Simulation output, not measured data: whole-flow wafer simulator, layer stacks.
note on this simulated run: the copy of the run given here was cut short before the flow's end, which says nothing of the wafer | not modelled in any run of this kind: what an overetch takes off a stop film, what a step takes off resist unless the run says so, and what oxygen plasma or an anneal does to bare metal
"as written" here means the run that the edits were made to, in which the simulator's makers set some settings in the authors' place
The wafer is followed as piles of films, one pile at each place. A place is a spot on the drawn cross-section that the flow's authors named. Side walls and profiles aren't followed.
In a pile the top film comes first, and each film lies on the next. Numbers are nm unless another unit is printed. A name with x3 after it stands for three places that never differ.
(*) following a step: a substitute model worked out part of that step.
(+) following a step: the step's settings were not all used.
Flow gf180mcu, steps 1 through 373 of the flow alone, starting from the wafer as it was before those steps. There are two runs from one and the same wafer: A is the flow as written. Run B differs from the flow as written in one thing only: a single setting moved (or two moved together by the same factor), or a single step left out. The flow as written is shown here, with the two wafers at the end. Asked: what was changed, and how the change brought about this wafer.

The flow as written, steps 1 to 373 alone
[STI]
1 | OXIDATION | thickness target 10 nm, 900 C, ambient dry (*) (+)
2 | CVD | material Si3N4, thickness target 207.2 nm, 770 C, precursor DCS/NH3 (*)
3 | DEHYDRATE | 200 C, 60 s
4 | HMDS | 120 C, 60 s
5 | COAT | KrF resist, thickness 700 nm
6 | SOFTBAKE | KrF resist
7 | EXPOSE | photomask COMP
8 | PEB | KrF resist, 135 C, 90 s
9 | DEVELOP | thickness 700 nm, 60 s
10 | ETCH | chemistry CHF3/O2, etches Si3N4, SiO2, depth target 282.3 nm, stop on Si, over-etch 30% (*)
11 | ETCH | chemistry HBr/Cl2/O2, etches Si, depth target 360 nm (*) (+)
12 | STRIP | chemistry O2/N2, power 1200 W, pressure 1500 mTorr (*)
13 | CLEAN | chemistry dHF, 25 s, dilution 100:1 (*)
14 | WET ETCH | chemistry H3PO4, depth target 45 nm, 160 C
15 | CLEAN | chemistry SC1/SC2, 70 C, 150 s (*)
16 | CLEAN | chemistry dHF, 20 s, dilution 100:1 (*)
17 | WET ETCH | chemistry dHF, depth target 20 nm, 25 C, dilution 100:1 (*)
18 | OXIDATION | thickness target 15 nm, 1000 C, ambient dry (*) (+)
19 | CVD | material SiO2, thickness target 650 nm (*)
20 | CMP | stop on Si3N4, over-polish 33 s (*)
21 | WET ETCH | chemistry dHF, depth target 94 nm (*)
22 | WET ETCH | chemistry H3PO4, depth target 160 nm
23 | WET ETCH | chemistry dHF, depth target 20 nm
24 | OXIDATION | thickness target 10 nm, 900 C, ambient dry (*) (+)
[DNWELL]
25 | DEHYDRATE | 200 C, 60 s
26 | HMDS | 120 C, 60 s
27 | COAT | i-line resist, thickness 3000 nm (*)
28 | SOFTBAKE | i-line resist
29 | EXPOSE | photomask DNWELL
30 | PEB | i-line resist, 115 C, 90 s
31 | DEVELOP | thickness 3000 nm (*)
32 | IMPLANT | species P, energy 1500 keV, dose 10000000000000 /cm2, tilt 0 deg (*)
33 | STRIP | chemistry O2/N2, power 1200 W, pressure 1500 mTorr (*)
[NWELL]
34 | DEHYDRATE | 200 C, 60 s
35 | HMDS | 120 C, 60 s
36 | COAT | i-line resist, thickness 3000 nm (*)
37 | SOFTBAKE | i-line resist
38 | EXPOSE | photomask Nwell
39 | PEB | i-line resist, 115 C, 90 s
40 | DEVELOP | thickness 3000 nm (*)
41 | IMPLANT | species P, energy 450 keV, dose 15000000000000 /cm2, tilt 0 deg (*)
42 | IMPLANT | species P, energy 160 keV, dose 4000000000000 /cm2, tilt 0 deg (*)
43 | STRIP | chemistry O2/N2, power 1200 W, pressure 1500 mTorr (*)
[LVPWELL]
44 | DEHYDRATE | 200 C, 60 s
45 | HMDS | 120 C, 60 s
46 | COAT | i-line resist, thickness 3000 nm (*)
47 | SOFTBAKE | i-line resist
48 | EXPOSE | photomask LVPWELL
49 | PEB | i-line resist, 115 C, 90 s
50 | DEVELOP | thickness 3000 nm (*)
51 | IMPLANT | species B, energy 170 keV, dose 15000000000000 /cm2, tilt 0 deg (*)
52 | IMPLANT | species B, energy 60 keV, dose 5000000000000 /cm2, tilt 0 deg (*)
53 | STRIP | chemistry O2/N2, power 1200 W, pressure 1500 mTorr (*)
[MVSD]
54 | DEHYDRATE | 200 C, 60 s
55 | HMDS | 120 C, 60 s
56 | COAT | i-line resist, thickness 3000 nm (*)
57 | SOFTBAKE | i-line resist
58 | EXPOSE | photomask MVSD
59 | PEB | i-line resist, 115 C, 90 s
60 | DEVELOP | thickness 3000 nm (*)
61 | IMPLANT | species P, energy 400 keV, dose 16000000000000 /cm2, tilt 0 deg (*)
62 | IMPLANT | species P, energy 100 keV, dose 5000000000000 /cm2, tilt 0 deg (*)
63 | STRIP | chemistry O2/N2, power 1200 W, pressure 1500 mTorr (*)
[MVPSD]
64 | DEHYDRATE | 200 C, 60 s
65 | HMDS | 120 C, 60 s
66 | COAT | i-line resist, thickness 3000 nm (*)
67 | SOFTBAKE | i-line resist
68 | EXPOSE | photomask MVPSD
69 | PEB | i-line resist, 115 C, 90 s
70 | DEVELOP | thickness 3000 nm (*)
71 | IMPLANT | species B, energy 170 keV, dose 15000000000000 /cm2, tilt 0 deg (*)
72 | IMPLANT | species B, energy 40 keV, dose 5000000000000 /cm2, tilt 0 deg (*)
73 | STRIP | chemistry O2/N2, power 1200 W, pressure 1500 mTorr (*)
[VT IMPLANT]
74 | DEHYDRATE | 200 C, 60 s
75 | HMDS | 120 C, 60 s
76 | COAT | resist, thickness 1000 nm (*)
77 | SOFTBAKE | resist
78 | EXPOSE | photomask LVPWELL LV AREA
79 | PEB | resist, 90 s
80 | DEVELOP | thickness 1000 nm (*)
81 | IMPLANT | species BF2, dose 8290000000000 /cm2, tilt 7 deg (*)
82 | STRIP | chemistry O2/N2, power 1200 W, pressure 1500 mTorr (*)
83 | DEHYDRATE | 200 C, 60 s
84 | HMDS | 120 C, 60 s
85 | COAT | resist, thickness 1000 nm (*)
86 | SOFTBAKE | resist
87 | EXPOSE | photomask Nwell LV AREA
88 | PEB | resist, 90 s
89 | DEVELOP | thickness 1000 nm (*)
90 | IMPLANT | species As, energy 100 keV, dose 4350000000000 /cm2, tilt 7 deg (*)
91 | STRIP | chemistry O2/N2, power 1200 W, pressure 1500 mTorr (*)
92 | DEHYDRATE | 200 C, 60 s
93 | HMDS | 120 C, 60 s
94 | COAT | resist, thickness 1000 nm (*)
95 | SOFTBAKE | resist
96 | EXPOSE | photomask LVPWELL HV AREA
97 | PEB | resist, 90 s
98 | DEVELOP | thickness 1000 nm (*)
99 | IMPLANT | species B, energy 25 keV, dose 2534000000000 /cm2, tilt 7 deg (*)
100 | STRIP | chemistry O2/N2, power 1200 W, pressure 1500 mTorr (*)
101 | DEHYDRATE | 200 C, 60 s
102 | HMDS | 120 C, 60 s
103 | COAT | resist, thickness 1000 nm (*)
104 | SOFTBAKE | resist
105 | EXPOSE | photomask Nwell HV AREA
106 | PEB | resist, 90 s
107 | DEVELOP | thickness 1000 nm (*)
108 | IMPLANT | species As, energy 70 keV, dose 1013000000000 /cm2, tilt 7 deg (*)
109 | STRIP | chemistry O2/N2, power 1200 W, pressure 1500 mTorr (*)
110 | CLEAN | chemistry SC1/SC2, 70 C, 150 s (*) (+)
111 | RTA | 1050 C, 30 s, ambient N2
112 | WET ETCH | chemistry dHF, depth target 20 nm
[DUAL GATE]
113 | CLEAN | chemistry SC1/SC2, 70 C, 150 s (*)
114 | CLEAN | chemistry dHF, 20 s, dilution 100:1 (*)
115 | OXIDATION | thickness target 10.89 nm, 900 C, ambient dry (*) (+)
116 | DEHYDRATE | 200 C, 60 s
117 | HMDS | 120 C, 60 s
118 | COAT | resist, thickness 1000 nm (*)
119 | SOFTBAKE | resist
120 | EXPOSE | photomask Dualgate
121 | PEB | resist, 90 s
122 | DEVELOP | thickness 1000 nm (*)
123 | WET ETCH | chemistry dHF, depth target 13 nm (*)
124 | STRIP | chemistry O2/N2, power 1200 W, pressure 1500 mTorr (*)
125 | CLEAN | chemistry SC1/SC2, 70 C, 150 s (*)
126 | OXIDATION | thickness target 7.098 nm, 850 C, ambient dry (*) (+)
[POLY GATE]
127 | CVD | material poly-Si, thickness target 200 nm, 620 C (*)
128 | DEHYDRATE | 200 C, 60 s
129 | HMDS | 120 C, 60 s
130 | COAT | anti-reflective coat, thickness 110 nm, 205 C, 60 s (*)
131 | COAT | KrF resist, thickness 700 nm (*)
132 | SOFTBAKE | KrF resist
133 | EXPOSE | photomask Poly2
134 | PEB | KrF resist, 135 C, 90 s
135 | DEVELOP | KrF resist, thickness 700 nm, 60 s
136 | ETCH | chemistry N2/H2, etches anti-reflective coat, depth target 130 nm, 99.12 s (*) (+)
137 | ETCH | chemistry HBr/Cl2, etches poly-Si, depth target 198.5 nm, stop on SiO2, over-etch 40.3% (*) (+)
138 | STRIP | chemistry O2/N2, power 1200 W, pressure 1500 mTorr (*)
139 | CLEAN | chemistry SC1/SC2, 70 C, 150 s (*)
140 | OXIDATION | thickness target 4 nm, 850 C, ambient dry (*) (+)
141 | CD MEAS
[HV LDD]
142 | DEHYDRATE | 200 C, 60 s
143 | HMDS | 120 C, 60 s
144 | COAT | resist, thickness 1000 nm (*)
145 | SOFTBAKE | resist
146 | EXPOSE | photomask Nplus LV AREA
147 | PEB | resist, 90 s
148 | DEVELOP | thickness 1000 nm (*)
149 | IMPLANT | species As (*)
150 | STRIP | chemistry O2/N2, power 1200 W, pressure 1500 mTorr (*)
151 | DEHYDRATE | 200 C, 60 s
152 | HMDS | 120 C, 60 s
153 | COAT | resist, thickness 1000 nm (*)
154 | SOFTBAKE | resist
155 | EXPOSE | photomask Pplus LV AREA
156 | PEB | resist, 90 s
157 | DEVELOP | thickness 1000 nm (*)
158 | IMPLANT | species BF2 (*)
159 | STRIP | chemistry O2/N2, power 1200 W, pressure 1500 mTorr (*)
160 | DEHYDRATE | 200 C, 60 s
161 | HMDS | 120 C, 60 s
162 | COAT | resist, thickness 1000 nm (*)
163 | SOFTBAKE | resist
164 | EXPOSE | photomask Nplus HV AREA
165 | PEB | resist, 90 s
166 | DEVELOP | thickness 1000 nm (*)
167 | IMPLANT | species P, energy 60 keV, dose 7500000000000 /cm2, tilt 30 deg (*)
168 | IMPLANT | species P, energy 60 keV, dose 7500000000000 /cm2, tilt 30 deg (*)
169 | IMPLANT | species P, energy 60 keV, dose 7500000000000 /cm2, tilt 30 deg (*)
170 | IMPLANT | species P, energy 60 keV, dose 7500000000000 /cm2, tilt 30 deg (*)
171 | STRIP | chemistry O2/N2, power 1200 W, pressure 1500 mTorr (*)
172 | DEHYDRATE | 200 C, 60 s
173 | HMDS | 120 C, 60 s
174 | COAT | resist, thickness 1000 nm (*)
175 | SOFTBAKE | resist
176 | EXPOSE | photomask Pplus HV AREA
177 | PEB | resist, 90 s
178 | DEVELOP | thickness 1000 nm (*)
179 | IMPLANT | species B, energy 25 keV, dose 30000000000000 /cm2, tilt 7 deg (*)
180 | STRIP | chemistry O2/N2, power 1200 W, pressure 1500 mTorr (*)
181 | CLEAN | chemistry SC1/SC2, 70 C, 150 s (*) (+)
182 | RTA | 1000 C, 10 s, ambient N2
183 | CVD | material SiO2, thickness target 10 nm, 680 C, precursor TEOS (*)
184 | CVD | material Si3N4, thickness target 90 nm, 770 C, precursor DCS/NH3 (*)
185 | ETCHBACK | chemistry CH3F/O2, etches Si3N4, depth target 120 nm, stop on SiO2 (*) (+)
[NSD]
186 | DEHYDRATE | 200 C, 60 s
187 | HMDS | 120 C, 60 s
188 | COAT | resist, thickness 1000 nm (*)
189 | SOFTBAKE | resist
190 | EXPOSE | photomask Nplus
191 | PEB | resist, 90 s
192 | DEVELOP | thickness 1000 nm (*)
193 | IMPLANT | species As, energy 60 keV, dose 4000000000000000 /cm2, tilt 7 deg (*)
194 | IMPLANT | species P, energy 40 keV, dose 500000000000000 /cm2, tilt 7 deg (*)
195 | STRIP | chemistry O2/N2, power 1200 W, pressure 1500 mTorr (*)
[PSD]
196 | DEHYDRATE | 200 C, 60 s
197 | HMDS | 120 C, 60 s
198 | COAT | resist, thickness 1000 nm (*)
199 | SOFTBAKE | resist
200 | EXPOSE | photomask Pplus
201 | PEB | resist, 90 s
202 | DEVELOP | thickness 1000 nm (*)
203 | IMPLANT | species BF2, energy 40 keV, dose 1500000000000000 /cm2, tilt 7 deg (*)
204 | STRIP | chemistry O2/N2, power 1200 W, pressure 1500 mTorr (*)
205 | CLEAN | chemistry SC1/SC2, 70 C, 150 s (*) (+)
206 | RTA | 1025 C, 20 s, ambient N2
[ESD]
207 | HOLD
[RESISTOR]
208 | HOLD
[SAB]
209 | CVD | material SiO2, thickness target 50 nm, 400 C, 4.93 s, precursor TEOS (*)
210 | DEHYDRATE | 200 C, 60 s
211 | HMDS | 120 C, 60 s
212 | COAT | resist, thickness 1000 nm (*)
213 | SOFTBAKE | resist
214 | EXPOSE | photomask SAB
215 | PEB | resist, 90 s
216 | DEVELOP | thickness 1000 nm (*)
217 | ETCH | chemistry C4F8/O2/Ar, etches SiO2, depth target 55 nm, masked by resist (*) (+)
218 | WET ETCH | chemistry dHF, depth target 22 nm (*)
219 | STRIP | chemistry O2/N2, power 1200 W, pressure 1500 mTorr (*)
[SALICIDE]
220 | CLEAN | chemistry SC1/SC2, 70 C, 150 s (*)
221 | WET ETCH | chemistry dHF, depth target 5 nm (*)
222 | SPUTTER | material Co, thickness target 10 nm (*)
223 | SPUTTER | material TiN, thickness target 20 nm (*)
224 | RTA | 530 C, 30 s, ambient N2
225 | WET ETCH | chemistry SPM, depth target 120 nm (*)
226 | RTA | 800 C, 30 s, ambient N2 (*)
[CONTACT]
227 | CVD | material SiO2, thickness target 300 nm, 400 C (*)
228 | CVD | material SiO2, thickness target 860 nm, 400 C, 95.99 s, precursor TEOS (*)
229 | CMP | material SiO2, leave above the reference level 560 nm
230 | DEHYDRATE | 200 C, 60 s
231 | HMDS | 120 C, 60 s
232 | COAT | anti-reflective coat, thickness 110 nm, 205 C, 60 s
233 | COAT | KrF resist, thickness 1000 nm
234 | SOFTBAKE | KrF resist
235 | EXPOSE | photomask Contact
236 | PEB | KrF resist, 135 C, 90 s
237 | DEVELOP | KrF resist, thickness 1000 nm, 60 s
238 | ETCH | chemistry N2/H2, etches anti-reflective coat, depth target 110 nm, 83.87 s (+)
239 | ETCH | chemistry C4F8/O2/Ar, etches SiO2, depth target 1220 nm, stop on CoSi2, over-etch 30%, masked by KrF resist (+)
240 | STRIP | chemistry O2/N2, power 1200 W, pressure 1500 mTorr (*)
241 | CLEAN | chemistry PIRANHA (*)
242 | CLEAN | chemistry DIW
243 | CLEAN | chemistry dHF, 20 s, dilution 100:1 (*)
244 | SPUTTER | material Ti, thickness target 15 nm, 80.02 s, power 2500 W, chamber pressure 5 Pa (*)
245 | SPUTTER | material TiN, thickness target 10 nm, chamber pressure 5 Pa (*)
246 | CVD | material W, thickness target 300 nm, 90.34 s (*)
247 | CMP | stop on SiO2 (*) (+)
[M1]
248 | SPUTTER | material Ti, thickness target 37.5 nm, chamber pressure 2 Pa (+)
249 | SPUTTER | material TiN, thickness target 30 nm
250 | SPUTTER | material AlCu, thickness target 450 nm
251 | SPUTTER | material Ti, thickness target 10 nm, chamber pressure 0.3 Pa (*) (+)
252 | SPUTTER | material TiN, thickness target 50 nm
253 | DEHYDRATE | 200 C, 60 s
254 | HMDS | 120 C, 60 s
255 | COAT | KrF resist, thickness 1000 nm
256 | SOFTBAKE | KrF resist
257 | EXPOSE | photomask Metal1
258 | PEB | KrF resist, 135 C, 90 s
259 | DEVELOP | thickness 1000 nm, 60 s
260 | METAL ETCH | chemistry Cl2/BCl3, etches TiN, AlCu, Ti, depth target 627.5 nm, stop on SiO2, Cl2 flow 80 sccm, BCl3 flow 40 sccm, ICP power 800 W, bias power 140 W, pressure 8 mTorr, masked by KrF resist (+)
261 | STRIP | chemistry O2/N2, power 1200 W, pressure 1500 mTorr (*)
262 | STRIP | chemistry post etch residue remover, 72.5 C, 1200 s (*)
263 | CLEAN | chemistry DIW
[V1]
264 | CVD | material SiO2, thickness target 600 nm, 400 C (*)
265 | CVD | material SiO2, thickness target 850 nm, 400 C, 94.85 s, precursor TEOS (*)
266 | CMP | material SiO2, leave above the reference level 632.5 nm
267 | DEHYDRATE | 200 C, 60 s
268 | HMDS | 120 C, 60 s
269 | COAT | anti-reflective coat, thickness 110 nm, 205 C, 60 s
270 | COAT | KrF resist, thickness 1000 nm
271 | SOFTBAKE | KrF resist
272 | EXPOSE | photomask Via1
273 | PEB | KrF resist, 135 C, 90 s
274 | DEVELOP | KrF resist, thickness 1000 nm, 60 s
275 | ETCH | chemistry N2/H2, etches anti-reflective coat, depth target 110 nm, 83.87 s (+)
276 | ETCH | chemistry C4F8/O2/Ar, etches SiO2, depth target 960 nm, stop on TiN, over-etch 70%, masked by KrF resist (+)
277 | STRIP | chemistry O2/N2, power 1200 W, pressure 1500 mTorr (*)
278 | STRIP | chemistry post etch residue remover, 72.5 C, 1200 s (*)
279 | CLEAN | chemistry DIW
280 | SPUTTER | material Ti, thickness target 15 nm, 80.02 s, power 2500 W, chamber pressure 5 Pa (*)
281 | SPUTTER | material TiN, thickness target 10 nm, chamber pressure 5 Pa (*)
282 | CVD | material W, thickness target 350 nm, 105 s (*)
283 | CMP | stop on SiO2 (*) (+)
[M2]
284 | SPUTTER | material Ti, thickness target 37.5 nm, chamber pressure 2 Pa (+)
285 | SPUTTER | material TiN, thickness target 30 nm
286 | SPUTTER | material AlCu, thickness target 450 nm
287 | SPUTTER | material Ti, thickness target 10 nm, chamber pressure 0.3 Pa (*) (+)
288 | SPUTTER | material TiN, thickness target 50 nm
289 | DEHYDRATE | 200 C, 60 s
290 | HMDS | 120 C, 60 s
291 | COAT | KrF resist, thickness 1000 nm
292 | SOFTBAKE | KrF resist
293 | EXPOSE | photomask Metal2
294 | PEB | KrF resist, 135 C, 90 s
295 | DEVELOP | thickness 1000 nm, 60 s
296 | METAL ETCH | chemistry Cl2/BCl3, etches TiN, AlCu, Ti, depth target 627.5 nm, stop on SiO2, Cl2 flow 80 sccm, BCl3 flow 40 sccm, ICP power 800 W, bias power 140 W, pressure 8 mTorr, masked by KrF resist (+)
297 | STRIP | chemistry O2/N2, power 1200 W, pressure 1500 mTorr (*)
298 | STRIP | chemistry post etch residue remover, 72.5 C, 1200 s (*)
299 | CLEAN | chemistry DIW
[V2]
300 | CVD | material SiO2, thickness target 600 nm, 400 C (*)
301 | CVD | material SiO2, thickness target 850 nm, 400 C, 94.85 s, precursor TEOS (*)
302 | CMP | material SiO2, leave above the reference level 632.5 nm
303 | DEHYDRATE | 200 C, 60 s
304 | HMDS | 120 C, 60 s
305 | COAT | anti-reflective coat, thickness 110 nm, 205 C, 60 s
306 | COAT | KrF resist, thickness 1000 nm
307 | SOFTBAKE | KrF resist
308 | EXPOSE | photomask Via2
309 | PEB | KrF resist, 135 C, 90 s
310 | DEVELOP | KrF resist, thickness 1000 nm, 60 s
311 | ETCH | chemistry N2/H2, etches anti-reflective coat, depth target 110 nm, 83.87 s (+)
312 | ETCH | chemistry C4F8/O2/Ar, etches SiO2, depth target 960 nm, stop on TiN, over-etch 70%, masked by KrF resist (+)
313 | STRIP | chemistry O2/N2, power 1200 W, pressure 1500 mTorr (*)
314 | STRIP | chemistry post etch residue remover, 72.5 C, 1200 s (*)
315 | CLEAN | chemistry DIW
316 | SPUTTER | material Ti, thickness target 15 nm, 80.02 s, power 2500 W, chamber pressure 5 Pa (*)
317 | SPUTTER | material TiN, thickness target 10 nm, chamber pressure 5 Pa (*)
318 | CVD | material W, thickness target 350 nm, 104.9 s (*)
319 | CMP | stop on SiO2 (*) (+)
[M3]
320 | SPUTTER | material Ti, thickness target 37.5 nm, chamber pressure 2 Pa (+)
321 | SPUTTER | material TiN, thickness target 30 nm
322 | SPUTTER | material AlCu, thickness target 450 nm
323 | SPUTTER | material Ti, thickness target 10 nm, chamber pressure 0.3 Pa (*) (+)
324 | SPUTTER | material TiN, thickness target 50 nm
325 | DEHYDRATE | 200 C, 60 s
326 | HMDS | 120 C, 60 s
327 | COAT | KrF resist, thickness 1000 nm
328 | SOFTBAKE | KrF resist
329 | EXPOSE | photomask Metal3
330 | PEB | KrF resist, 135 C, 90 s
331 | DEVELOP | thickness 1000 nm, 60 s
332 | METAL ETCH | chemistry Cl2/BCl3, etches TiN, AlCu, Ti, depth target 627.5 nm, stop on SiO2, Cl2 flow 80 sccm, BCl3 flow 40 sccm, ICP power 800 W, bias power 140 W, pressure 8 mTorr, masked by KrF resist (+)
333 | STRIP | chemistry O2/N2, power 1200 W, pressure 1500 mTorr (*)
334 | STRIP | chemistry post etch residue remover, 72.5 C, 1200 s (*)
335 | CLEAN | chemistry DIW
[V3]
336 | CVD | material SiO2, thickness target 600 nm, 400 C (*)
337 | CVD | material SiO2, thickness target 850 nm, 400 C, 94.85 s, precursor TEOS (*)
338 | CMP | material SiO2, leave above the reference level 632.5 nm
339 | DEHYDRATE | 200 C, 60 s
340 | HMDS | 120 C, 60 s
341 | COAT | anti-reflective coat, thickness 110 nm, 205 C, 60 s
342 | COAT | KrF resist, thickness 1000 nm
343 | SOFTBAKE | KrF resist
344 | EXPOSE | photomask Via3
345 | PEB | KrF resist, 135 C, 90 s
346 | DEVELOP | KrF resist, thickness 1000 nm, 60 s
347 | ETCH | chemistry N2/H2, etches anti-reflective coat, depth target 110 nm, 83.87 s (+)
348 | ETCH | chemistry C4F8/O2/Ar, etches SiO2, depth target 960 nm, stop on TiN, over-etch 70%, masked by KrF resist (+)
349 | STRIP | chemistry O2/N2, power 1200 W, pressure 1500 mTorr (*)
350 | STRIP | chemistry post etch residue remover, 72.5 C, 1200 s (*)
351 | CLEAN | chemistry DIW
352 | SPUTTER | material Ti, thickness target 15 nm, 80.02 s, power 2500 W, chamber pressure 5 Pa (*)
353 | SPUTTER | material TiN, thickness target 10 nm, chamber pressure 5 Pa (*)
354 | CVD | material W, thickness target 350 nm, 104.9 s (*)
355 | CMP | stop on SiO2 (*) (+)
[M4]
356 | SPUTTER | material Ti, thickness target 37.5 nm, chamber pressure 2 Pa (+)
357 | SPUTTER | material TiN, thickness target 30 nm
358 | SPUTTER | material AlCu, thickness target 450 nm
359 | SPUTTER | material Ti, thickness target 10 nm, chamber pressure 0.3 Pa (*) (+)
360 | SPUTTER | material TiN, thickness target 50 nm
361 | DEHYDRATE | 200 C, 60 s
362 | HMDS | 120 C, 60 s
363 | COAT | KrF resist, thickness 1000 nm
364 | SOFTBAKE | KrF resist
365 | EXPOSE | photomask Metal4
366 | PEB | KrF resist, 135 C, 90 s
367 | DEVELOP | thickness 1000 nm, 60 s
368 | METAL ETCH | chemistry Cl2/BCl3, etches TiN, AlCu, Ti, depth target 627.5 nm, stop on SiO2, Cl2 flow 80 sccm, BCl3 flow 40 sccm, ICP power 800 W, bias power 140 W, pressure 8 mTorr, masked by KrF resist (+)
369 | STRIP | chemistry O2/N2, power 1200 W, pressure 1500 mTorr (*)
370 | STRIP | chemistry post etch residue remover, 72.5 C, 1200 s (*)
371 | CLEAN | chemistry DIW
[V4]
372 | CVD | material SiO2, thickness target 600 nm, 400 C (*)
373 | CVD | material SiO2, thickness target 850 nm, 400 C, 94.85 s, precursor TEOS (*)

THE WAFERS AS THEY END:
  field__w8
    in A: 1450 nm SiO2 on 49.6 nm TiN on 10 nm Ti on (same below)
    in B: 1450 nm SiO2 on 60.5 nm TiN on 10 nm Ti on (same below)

The reason: step 360, SPUTTER: thickness target 60.9 nm was run, though the flow has thickness target 50 nm.

The path from the change to this, step by step:
  360 | SPUTTER | material TiN, thickness target 50 nm
      field, field__w1, field__w2 and 108 more: A +50 TiN (new film) | B +60.9 TiN (new film)
  368 | METAL ETCH | chemistry Cl2/BCl3, etches TiN, AlCu, Ti, depth target 627.5 nm, stop on SiO2, Cl2 flow 80 sccm, BCl3 flow 40 sccm, ICP power 800 W, bias power 140 W, pressure 8 mTorr, masked by KrF resist (+)
      field, field__w1, field__w2 and 103 more: A -50 TiN (all of it), -10 Ti (all of it), -450 AlCu (all of it), -30 TiN (all of it), -37.5 Ti (all of it) | B -60.9 TiN (all of it), -10 Ti (all of it), -450 AlCu (all of it), -30 TiN (all of it), -37.5 Ti (all of it)
